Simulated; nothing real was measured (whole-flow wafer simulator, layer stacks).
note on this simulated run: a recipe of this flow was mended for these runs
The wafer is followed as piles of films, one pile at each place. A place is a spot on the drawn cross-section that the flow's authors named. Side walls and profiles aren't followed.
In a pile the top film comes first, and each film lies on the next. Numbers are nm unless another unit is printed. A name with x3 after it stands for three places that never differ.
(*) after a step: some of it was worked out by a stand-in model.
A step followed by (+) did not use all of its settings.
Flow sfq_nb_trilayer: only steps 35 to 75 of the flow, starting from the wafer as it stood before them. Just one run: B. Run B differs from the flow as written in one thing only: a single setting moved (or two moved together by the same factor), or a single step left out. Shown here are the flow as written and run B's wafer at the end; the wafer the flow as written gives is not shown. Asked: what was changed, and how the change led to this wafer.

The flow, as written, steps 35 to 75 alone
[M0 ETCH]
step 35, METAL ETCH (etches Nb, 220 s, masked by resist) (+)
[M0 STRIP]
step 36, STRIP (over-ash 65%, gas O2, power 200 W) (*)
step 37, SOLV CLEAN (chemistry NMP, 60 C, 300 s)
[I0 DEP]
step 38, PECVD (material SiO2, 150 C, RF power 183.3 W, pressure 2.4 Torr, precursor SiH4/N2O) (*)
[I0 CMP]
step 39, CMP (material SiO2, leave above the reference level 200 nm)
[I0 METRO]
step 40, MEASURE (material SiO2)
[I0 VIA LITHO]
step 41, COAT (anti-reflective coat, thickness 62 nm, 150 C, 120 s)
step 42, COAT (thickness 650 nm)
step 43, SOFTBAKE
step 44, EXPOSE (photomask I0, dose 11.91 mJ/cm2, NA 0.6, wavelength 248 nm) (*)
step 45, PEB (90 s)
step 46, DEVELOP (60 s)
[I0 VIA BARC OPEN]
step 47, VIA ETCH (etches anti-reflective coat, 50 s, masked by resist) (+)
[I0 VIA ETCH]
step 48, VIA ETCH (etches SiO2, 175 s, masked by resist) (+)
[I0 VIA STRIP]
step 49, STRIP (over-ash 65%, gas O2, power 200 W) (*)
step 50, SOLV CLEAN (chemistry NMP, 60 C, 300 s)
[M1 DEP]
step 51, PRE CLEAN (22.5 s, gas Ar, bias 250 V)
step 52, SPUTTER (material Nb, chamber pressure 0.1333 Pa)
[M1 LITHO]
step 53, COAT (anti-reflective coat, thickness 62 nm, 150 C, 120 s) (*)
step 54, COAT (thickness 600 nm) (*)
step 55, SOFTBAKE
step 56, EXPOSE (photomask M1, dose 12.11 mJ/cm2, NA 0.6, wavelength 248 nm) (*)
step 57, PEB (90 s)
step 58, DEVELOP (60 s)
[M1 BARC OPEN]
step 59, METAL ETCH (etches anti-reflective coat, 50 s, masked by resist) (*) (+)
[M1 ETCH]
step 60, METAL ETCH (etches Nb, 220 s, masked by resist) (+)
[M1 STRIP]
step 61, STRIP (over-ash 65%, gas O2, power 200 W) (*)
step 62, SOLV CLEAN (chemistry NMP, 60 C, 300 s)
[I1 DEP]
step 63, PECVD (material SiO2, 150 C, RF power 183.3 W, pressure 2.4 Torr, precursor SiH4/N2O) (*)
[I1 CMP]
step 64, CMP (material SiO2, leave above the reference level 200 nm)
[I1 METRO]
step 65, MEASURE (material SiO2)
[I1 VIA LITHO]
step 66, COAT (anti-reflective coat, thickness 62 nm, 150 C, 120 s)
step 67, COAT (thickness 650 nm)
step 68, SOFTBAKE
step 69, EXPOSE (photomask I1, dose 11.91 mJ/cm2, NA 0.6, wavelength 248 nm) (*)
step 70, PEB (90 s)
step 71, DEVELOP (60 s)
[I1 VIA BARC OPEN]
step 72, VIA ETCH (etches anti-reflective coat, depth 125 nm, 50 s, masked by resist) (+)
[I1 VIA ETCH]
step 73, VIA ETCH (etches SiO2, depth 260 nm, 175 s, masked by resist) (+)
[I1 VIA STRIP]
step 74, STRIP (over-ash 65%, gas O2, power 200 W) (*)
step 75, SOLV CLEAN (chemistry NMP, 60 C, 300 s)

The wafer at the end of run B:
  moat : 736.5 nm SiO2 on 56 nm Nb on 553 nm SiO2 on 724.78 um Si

Cause: step 35, METAL ETCH: 132 s was run, though the flow has 220 s.

Step by step, how the change led to this:
  step 35, METAL ETCH (etches Nb, 220 s, masked by resist) (+)
      moat, m0r_space_l x2: -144 Nb (in the flow as written it would be: -200 Nb (all of it), -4 SiO2)
      field_l, v_sur, via_wl and 100 more: -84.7 KrF-resist-other-grade (in the flow as written it would be: -141.2 KrF-resist-other-grade)
  step 36, STRIP (over-ash 65%, gas O2, power 200 W) (*)
      p4_fl x53, wl_j_sl x16, wl_d_sl x2: -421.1 KrF-resist-other-grade (all of it), -62 anti-reflective coat (all of it) (in the flow as written it would be: -364.6 KrF-resist-other-grade (all of it), -62 anti-reflective coat (all of it))
      ce_r, sp_r, be_r, r_sur: -426.9 KrF-resist-other-grade (all of it), -63.7 anti-reflective coat (all of it) (in the flow as written it would be: -370.4 KrF-resist-other-grade (all of it), -63.7 anti-reflective coat (all of it))
      (and at 28 other places as well)
  step 38, PECVD (material SiO2, 150 C, RF power 183.3 W, pressure 2.4 Torr, precursor SiH4/N2O) (*)
      moat, m0r_space_l x2: +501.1 SiO2 (new film) (in the flow as written it would be: +561.1 SiO2)
Taking metal films that touch as one body, moat has 1 body; the flow as written gives 0 bodies.
